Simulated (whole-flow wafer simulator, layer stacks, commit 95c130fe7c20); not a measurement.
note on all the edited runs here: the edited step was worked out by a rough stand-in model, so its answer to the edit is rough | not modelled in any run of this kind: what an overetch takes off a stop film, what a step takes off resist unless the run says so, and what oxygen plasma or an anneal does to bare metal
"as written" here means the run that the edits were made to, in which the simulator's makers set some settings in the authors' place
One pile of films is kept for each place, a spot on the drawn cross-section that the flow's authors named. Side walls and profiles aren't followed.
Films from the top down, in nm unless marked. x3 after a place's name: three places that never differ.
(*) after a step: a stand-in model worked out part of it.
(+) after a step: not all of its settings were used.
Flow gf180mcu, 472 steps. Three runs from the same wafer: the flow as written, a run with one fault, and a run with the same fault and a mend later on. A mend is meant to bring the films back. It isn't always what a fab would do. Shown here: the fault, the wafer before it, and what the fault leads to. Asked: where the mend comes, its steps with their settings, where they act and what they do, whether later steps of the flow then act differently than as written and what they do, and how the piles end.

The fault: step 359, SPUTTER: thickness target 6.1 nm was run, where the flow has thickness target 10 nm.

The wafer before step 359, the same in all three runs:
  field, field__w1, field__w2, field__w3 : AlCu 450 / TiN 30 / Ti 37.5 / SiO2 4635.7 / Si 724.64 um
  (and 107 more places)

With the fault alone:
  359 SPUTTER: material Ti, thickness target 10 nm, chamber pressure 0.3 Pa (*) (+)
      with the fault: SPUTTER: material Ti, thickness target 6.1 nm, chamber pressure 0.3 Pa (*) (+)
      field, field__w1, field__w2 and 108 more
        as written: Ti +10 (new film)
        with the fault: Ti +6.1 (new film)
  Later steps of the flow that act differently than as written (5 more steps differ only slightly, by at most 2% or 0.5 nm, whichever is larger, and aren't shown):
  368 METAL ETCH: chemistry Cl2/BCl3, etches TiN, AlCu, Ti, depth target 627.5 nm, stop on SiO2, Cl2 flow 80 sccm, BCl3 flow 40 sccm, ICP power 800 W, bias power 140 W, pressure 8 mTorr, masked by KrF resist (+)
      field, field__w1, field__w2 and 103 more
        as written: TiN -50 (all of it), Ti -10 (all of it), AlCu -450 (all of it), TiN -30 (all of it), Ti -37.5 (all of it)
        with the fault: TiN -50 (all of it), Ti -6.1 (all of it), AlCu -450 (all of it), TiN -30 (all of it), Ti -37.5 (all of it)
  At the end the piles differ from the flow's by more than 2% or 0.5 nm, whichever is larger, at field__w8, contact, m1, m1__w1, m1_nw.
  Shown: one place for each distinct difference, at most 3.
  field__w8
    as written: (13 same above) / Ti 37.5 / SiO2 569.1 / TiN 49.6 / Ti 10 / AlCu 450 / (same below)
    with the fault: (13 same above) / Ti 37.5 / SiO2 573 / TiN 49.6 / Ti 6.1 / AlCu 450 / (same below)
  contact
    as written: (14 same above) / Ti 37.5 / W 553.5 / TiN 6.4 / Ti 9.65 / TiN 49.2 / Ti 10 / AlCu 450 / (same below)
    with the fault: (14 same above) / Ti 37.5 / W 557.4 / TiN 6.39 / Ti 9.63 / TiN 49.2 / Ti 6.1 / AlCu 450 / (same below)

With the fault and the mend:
  The mend comes after step 359.
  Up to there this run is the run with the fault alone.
  359a SPUTTER: material Ti, thickness target 3.9 nm, chamber pressure 0.3 Pa (*) (+) (the flow's step 359 once more, with other settings)
      field, field__w1, field__w2 and 108 more
        Ti +3.9
  No later step of the flow acts differently than as written at any place that is followed.
  At the end the piles are the same as the flow's at every place that both follow.
